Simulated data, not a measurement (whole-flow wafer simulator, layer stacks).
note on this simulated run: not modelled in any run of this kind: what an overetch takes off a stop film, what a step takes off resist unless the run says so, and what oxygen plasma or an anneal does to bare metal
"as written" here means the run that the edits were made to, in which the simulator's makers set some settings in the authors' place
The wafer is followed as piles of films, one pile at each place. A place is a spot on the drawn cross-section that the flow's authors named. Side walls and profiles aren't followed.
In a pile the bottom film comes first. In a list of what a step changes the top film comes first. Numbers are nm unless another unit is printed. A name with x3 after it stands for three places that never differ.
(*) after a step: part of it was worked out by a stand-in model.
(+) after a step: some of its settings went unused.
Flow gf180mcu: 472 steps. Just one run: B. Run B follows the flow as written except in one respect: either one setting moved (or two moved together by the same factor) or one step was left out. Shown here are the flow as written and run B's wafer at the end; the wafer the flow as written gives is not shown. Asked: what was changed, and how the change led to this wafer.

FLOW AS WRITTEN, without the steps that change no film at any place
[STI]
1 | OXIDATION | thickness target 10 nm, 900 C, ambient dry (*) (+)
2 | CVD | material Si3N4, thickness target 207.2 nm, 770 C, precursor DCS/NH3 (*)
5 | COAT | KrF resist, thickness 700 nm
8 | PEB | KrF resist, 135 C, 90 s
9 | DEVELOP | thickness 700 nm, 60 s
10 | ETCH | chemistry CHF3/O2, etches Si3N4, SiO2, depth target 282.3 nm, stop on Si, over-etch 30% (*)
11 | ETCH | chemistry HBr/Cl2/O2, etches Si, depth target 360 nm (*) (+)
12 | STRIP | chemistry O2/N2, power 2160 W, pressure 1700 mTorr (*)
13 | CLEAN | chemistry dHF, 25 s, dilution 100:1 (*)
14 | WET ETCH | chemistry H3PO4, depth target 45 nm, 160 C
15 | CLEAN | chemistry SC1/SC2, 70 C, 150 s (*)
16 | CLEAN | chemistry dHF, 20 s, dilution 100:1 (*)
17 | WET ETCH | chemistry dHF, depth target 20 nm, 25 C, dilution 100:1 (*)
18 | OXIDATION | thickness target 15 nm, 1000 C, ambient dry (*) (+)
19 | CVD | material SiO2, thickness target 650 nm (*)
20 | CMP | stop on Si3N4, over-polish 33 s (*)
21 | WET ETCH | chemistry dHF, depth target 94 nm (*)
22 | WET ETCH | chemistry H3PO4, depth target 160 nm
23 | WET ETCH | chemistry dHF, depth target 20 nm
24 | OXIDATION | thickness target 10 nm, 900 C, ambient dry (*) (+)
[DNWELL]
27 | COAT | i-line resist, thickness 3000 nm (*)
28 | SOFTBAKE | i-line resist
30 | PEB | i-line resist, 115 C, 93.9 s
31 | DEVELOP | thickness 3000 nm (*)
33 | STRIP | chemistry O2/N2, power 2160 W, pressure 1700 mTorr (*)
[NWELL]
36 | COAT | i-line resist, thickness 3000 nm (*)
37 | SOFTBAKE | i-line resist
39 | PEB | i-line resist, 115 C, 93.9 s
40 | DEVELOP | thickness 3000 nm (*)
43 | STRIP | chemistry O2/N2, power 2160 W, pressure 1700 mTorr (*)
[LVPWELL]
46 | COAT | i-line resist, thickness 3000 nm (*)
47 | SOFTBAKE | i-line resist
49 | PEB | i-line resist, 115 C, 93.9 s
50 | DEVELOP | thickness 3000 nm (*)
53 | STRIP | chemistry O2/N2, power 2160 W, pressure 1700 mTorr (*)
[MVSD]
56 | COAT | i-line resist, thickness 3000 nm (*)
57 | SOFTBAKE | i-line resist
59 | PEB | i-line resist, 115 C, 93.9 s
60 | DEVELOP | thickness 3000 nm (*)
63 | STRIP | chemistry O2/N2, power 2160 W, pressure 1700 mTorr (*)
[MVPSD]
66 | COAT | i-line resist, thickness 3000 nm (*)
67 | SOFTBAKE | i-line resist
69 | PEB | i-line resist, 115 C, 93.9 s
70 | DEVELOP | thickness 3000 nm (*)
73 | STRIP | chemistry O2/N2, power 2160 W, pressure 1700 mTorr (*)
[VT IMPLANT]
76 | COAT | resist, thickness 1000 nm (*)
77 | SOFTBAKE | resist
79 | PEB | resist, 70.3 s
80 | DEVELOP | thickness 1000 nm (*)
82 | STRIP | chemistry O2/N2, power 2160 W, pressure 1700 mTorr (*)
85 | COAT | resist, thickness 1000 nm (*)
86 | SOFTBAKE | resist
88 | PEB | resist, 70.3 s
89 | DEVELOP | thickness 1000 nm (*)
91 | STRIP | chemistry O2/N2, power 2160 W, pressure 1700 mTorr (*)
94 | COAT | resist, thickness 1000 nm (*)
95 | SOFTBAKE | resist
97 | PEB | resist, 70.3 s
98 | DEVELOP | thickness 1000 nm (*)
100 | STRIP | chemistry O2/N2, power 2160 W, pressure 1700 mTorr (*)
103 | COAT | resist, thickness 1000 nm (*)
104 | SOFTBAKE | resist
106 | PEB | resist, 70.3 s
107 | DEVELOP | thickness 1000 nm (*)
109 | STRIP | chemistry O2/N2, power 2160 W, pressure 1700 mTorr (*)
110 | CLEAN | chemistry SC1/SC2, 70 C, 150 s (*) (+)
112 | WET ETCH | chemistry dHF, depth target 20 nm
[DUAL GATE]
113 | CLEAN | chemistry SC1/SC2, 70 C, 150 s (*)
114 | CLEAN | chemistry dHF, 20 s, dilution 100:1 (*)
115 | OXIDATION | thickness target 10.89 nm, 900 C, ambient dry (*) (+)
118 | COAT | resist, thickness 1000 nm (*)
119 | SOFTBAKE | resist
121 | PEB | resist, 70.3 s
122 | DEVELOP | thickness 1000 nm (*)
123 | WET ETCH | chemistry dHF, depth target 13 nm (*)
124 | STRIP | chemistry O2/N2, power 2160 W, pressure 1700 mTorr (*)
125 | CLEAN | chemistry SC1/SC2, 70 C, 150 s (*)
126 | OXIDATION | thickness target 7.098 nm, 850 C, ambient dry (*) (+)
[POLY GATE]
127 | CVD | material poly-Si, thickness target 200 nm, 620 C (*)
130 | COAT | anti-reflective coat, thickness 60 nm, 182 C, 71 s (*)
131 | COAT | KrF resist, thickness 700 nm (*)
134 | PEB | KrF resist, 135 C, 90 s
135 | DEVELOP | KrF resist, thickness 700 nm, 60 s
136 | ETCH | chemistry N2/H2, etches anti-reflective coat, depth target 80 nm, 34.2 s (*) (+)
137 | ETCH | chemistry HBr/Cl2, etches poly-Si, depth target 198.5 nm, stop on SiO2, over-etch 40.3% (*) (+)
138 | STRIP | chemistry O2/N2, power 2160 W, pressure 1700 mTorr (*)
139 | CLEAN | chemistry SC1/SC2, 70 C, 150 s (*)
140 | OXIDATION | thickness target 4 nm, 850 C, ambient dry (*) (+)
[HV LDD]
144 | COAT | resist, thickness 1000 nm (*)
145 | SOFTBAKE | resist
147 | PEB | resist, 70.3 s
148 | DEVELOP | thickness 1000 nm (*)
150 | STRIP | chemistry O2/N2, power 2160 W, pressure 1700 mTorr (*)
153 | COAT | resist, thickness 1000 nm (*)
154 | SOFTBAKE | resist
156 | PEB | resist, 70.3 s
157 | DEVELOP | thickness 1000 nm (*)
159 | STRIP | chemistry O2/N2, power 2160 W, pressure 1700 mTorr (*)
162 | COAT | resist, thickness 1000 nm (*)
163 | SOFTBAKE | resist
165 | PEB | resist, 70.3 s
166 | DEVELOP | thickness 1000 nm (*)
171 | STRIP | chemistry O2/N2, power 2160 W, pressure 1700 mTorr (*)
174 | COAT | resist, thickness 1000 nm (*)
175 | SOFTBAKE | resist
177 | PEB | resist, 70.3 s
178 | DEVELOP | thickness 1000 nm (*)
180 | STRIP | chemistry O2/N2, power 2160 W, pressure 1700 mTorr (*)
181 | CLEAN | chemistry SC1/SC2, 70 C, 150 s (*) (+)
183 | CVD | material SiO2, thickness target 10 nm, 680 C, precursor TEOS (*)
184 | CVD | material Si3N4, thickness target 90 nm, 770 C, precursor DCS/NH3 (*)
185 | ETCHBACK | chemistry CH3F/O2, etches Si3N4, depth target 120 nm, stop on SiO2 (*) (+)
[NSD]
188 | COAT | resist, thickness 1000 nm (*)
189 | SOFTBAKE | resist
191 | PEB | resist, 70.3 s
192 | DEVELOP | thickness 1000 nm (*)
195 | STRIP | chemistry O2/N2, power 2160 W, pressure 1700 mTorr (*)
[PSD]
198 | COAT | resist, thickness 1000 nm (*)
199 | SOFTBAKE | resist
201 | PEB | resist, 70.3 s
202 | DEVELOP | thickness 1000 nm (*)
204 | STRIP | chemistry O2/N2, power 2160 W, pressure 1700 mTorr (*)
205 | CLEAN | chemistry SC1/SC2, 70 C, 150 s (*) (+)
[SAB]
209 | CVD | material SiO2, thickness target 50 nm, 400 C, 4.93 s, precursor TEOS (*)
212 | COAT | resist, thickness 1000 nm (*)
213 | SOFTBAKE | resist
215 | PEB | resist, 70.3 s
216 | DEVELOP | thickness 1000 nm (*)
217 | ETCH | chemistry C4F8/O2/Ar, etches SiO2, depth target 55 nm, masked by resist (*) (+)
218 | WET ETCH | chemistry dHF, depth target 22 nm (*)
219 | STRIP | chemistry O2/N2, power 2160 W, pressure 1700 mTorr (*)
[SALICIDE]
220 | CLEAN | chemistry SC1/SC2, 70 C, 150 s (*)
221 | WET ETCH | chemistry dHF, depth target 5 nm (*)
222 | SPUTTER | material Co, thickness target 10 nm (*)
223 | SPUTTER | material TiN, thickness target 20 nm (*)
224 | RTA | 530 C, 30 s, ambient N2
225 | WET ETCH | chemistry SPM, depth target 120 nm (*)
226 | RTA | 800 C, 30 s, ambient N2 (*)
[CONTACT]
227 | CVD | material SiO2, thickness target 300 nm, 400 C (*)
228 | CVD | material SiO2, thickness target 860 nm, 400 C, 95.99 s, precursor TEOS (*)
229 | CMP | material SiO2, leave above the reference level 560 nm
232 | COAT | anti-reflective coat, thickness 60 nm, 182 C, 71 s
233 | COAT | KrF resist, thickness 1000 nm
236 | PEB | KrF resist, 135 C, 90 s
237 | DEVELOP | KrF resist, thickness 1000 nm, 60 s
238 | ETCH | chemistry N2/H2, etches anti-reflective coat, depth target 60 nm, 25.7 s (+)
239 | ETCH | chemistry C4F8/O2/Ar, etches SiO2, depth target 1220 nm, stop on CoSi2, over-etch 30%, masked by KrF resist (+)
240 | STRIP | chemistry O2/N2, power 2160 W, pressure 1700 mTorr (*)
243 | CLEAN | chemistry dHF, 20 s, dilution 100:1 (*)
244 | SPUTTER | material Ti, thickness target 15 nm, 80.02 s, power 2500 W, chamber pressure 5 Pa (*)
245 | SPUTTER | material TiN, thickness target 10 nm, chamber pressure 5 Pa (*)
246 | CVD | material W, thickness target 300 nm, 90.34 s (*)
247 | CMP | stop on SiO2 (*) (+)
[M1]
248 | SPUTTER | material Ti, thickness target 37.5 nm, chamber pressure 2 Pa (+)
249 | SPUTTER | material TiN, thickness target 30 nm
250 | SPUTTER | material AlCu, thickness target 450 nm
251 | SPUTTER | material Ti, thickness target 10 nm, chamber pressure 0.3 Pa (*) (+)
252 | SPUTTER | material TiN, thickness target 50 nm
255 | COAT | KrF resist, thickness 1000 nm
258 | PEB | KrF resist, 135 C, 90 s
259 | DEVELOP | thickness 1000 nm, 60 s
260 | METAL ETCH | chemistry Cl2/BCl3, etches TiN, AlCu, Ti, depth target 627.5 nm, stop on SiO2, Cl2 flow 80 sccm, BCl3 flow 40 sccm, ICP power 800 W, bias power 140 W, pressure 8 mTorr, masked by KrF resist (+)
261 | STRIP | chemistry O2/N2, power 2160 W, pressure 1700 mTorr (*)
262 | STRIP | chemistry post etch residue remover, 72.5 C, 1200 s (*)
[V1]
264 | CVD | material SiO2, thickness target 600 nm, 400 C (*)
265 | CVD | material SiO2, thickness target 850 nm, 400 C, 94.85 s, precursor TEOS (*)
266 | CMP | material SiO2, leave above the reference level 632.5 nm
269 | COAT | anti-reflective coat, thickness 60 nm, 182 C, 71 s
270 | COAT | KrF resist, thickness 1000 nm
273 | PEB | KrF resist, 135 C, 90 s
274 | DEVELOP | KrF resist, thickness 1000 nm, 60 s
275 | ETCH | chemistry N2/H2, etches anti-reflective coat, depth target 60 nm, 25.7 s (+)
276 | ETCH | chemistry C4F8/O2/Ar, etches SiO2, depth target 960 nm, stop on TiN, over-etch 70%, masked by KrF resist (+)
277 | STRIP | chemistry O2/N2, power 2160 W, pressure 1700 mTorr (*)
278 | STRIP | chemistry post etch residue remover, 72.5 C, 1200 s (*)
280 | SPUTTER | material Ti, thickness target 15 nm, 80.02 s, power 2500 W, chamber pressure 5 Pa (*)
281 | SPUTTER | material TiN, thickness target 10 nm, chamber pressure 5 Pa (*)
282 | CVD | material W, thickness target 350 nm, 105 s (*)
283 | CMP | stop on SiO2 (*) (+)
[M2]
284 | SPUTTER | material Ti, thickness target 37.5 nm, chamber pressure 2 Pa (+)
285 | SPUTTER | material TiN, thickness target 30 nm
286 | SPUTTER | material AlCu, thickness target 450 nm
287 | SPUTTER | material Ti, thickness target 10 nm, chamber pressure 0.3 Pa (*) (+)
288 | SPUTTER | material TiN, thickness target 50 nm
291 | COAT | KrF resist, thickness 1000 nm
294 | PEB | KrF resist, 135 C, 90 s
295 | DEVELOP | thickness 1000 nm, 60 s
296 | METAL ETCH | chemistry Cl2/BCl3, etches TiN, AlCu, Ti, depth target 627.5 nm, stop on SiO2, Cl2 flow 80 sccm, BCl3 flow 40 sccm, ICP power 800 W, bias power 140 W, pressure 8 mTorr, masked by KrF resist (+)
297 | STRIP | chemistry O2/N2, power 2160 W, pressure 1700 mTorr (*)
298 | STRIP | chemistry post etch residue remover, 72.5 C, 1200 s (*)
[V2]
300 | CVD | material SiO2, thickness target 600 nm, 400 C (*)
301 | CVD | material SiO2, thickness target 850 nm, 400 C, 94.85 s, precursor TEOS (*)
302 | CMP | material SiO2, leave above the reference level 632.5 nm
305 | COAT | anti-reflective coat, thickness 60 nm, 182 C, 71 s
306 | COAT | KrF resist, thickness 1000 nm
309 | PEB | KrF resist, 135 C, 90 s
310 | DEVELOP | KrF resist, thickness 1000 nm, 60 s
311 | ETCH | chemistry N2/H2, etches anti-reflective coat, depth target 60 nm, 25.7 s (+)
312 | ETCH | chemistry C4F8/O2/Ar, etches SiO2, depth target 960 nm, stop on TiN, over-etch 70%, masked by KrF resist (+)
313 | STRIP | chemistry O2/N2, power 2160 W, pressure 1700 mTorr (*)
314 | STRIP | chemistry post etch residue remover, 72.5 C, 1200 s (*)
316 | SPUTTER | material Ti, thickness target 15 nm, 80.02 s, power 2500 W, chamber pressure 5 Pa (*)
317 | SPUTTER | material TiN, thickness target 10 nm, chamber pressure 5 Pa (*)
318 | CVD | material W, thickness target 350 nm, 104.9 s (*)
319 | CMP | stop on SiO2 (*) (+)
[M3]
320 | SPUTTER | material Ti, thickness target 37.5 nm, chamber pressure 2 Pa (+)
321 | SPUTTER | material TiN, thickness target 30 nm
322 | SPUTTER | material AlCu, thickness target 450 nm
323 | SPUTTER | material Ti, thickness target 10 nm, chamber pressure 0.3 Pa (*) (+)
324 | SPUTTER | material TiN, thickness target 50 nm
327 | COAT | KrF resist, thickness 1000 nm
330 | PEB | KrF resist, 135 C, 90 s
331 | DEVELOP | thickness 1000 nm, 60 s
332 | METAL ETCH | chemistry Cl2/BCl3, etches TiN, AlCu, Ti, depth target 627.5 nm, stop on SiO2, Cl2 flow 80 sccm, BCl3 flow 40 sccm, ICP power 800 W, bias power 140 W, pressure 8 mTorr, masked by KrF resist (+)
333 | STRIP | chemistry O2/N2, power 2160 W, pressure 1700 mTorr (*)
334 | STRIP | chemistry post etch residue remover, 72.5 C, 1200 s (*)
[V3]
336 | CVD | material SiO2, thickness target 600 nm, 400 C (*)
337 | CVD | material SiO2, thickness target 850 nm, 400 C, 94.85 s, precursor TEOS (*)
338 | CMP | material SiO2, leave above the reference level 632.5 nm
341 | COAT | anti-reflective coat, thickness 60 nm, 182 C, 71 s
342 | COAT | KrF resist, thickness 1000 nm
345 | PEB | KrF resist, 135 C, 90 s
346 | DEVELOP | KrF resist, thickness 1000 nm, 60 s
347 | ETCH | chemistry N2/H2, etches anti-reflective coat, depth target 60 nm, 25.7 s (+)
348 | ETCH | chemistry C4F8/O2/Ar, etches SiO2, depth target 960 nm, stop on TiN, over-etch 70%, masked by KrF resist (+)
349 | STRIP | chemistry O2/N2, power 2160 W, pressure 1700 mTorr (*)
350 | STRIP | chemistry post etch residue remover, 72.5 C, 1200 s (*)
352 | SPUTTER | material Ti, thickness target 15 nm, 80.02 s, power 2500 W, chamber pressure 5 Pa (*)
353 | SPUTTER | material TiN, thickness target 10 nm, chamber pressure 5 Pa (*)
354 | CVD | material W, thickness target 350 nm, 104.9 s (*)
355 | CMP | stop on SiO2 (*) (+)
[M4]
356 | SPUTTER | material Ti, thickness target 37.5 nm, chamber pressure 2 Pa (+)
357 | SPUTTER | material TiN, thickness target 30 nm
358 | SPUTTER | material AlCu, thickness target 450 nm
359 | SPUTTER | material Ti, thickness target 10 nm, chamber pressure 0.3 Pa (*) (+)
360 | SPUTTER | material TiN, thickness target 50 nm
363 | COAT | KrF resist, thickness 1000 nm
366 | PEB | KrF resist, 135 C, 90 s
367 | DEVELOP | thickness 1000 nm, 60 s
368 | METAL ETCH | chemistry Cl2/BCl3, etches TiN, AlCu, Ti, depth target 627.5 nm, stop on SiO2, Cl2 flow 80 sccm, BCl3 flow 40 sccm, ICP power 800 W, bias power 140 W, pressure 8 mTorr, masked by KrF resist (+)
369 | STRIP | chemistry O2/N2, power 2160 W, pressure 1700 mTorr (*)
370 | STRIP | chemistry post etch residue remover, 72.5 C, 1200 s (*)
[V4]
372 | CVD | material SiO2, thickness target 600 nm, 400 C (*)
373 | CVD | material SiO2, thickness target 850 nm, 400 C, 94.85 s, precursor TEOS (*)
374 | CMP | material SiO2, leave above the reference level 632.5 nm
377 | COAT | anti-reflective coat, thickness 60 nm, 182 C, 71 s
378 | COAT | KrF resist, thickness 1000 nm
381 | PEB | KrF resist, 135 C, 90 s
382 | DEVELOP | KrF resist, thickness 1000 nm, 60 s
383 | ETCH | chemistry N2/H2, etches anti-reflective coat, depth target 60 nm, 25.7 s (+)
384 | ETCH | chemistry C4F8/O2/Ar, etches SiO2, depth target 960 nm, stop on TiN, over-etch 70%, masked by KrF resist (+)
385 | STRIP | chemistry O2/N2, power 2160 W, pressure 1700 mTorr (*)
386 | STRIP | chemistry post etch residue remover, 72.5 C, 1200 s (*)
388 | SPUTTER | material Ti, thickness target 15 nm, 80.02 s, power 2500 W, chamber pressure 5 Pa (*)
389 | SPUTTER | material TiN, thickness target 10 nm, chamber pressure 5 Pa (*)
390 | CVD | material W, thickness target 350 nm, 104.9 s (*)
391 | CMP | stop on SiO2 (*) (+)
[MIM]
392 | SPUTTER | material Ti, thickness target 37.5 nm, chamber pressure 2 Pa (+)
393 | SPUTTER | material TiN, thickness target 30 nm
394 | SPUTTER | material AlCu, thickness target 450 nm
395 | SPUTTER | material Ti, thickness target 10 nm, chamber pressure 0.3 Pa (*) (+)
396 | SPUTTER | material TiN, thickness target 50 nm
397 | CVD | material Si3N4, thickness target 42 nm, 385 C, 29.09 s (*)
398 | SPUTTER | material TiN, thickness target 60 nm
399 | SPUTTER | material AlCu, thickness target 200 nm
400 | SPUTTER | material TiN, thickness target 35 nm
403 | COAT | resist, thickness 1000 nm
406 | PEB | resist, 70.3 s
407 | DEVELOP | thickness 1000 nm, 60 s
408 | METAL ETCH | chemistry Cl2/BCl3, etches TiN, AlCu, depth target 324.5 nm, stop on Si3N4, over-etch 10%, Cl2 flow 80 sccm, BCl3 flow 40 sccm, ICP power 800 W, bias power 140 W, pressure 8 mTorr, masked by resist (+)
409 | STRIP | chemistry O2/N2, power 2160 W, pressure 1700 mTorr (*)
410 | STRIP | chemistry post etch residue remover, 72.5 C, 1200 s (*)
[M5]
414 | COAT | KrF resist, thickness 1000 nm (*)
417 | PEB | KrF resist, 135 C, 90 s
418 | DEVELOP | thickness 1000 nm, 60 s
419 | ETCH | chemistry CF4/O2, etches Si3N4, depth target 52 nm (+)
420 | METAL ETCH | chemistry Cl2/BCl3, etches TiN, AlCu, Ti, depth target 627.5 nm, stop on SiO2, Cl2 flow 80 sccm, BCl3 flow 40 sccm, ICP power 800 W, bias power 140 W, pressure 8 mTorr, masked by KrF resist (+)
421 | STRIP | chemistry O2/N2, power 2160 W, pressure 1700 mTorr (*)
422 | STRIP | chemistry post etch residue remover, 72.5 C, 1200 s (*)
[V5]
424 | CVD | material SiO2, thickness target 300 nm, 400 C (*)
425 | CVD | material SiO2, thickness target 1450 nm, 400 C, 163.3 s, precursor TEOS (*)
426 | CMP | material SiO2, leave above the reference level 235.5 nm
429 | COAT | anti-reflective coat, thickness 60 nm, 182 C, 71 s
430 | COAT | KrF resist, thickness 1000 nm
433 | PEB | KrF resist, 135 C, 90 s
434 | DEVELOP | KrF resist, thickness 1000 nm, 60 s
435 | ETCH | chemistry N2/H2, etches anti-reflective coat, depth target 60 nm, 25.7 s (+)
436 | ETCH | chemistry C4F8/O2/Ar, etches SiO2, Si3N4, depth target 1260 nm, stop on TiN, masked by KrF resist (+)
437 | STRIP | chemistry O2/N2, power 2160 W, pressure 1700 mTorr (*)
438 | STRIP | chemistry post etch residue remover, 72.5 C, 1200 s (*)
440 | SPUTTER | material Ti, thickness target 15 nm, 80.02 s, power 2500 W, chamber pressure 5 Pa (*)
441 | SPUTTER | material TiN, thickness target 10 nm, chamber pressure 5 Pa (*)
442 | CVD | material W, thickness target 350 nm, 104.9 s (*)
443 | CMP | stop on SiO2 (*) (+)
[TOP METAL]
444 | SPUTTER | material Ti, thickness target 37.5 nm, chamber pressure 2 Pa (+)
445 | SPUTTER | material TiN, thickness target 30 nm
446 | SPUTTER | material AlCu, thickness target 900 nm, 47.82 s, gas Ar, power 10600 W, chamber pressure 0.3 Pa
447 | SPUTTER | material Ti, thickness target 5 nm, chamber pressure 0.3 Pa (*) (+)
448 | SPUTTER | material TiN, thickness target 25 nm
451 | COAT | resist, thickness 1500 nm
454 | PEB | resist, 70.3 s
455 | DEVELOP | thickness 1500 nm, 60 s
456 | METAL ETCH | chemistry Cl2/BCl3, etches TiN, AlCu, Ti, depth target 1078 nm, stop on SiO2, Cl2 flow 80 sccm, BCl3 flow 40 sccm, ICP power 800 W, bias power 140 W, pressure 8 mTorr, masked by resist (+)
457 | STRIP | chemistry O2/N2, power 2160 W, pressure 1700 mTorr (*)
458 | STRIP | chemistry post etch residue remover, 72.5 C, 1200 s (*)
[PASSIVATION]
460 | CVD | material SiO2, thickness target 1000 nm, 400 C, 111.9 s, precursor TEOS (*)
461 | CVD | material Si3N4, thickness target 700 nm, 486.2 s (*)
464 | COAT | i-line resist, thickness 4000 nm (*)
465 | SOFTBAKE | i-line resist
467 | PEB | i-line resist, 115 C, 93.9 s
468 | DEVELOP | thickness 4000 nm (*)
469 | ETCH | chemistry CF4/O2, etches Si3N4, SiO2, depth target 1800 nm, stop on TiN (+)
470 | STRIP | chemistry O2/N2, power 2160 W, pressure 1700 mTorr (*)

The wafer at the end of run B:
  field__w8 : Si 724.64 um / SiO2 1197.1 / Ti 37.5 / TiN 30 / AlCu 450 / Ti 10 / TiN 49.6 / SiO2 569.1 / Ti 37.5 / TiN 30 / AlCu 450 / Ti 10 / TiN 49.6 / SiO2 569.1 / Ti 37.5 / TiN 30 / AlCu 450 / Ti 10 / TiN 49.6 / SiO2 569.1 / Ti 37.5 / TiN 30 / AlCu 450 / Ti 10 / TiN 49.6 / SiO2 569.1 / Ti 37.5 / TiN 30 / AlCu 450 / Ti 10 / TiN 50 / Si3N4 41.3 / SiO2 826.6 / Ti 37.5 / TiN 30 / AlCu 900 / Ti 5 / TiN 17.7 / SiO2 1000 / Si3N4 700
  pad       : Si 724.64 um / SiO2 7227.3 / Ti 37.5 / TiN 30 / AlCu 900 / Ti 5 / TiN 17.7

The reason: step 448, SPUTTER: thickness target 18.1 nm was run, whereas the flow has thickness target 25 nm.

Step by step, how the change led to this:
  448 | SPUTTER | material TiN, thickness target 25 nm
      field, field__w1, field__w2 and 109 more: TiN gains 18.1 (new film) (in the flow as written it would be: TiN gains 25 (new film))
  456 | METAL ETCH | chemistry Cl2/BCl3, etches TiN, AlCu, Ti, depth target 1078 nm, stop on SiO2, Cl2 flow 80 sccm, BCl3 flow 40 sccm, ICP power 800 W, bias power 140 W, pressure 8 mTorr, masked by resist (+)
      field, field__w1, field__w2 and 103 more: TiN loses 18.1 (all of it), Ti loses 5 (all of it), AlCu loses 900 (all of it), TiN loses 30 (all of it), Ti loses 37.5 (all of it) (in the flow as written it would be: TiN loses 25 (all of it), Ti loses 5 (all of it), AlCu loses 900 (all of it), TiN loses 30 (all of it), Ti loses 37.5 (all of it))
